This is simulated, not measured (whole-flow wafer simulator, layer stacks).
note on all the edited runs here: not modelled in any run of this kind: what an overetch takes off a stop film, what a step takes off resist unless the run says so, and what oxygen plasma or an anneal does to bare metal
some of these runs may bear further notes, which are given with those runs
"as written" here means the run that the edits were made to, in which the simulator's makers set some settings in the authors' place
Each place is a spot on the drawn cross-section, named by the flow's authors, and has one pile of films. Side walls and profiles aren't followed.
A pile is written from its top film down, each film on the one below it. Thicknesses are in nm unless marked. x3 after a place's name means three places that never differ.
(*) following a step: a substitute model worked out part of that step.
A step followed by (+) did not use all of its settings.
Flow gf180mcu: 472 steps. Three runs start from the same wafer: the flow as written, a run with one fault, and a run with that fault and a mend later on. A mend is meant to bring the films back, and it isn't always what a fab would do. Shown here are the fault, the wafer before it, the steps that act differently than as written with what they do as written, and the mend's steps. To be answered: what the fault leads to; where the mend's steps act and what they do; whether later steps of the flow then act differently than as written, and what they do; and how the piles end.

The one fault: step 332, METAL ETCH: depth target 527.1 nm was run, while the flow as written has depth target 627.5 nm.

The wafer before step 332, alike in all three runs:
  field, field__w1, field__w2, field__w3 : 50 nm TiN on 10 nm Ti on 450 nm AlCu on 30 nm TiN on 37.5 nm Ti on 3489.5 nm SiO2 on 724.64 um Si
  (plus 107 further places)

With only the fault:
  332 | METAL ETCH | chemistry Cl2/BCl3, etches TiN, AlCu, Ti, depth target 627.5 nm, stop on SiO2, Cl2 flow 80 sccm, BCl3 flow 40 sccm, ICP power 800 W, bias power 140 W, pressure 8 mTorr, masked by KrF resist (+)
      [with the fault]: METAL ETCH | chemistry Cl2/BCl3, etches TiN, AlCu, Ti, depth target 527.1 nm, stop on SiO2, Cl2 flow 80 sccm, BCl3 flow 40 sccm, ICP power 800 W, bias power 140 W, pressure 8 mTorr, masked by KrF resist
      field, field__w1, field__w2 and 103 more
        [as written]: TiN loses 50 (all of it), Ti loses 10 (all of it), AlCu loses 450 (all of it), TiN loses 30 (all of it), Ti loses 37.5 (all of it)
        [with the fault]: TiN loses 50 (all of it), Ti loses 10 (all of it), AlCu loses 450 (all of it), TiN loses 17.1
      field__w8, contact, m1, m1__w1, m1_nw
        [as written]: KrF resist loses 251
        [with the fault]: KrF resist loses 210.8
  Steps further on in the flow that do not act as written (1 more step, not shown, differs only slightly: by at most 2% or 0.5 nm, whichever is larger):
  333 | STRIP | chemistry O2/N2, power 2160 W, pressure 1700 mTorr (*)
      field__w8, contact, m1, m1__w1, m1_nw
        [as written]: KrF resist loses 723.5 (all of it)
        [with the fault]: KrF resist loses 763.7 (all of it)
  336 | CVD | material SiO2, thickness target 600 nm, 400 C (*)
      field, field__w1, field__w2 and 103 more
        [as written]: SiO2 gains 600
        [with the fault]: SiO2 gains 600 (new film)
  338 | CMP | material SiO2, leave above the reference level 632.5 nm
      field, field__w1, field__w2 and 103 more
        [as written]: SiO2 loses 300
        [with the fault]: SiO2 loses 350
  By the end, the piles at field, field__w1, field__w2 and 104 more depart from the flow's by more than 2% or 0.5 nm, whichever is larger.
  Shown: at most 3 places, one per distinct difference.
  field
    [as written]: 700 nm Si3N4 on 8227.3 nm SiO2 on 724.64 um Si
    [with the fault]: 700 nm Si3N4 on 4687.8 nm SiO2 on 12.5 nm TiN on 37.5 nm Ti on 3489.5 nm SiO2 on 724.64 um Si
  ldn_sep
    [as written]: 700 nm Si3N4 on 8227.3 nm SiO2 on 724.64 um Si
    [with the fault]: 700 nm Si3N4 on 4687.8 nm SiO2 on 12.5 nm TiN on 37.5 nm Ti on 3489.4 nm SiO2 on 724.64 um Si
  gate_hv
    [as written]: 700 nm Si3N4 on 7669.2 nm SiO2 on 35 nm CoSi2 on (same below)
    [with the fault]: 700 nm Si3N4 on 4687.8 nm SiO2 on 12.5 nm TiN on 37.5 nm Ti on 2931.3 nm SiO2 on 35 nm CoSi2 on (same below)

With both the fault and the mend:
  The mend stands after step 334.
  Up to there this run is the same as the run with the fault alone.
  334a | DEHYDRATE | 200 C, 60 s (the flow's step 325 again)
      alters no film at any place that is followed
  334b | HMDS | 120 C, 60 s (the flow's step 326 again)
      alters no film at any place that is followed
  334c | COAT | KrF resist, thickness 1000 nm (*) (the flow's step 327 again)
      iso_ptap_pw, iso_ntap_nw, iso_nw_fld and 33 more
        KrF resist gains 1000 (new film)
      field__w11, field__w13, p_well and 8 more
        KrF resist gains 1003.4 (new film)
      field_sub__w2, field_sub__w3, field_sub__w4 and 7 more
        KrF resist gains 1003 (new film)
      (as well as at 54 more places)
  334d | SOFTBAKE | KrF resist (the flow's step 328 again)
      alters no film at any place that is followed
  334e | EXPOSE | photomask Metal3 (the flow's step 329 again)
      alters no film at any place that is followed
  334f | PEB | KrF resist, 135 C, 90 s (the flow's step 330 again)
      field__w1, field__w2, field__w3 and 55 more
        KrF resist loses 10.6
      iso_ptap_pw, iso_ntap_nw, iso_nw_fld and 33 more
        KrF resist loses 10.5
      gate_hv, sd_p, nw_enc_fld_lv__w3, polyc_n, polyc_n_rim
        KrF resist loses 10.7
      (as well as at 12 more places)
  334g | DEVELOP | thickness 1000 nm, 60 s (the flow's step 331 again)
      iso_ptap_pw, iso_ntap_nw, iso_nw_fld and 33 more
        KrF resist loses 989.5 (all of it)
      field__w11, field__w13, p_well and 8 more
        KrF resist loses 992.8 (all of it)
      field_sub, field_sub__w1, field_sub__w2 and 8 more
        KrF resist loses 992.4 (all of it)
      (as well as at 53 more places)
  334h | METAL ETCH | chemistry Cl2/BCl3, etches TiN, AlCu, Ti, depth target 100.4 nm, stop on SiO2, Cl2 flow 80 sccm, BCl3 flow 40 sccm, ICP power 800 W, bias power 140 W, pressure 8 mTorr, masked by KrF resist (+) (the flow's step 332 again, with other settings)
      field, field__w1, field__w2 and 103 more
        TiN loses 12.5 (all of it), Ti loses 37.5 (all of it)
      field__w8, contact, m1, m1__w1, m1_nw
        KrF resist loses 30
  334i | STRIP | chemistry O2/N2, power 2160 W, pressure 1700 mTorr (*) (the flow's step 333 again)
      field__w8
        KrF resist loses 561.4 (all of it)
      contact
        KrF resist loses 559.3 (all of it)
      m1
        KrF resist loses 562.6 (all of it)
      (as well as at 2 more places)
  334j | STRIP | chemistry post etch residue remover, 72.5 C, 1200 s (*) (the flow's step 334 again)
      field__w8, contact, m1, m1__w1, m1_nw
        TiN loses 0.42
  None of the later steps of the flow differs from how it acts as written, at any place that is followed, by more than 2% or 0.5 nm, whichever is larger.
  When the end is reached, the piles differ only a little from the flow's at the places that both follow, at most by 2% or 0.5 nm, whichever is larger.
